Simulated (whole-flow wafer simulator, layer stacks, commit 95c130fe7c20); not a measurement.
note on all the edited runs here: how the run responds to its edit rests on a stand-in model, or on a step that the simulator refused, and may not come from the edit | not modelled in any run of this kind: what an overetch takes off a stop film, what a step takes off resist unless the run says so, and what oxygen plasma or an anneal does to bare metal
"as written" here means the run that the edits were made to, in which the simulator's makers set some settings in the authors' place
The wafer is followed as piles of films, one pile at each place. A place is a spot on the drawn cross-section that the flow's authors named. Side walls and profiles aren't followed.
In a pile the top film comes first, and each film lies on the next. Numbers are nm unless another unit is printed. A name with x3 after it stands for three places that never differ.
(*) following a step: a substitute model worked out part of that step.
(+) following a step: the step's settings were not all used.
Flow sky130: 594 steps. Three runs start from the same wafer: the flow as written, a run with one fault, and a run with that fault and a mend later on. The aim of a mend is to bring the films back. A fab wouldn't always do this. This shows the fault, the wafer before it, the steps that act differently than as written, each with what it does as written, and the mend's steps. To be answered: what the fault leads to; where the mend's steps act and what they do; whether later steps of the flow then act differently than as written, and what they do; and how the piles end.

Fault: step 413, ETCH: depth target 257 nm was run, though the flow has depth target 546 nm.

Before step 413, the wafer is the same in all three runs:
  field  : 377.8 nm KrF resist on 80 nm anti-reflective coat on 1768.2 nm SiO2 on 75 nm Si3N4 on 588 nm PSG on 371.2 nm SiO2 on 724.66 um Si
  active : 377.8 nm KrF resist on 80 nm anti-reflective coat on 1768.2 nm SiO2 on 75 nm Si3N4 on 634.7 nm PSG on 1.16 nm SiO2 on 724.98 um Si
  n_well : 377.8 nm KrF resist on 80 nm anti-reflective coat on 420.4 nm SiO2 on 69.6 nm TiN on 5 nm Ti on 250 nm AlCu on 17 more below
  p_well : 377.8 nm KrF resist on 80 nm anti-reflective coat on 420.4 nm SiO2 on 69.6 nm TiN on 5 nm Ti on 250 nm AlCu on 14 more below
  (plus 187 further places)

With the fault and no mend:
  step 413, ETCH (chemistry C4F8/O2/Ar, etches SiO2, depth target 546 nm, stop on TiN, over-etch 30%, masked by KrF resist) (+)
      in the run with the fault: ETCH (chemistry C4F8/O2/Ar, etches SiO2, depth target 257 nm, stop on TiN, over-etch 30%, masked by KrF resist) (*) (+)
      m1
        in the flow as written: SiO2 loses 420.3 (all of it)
        in the run with the fault: SiO2 loses 257
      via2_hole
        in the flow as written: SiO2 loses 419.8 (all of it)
        in the run with the fault: SiO2 loses 257
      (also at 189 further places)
  Steps further on in the flow that do not act as written (1 more step, not shown, differs only slightly: by at most 2% or 0.5 nm, whichever is larger):
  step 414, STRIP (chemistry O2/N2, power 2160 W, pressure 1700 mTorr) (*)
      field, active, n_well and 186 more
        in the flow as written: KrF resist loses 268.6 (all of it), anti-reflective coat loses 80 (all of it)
        in the run with the fault: KrF resist loses 326.4 (all of it), anti-reflective coat loses 80 (all of it)
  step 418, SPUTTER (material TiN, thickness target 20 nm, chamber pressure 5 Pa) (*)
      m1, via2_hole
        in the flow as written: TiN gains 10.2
        in the run with the fault: TiN gains 12.5 (new film)
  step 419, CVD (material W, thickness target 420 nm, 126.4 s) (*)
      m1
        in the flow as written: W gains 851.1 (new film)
        in the run with the fault: W gains 685.1 (new film)
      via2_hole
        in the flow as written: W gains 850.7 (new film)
        in the run with the fault: W gains 685.1 (new film)
  The piles end different from the flow's at m1, via2_hole by more than 2% or 0.5 nm, whichever is larger.
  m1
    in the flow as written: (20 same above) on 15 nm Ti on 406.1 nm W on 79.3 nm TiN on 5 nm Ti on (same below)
    in the run with the fault: (20 same above) on 15 nm Ti on 240.1 nm W on 12.5 nm TiN on 163.3 nm SiO2 on 69.6 nm TiN on 5 nm Ti on (same below)
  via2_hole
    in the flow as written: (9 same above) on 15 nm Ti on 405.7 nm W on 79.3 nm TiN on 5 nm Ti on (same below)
    in the run with the fault: (9 same above) on 15 nm Ti on 240.1 nm W on 12.5 nm TiN on 162.8 nm SiO2 on 69.6 nm TiN on 5 nm Ti on (same below)

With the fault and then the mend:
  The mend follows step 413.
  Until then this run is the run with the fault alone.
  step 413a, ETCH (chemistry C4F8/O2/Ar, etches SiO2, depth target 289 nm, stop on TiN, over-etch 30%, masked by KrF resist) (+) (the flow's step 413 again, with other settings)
      field, active, n_well and 186 more
        KrF resist loses 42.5
      m1
        SiO2 loses 163.3 (all of it)
      via2_hole
        SiO2 loses 162.8 (all of it)
  Steps further on in the flow that do not act as written:
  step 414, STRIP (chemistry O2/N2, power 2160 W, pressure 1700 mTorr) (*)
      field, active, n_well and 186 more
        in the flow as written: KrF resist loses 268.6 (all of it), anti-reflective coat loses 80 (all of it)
        in the run with the mend: KrF resist loses 284 (all of it), anti-reflective coat loses 80 (all of it)
  The piles end the same as the flow's at every place that both follow.
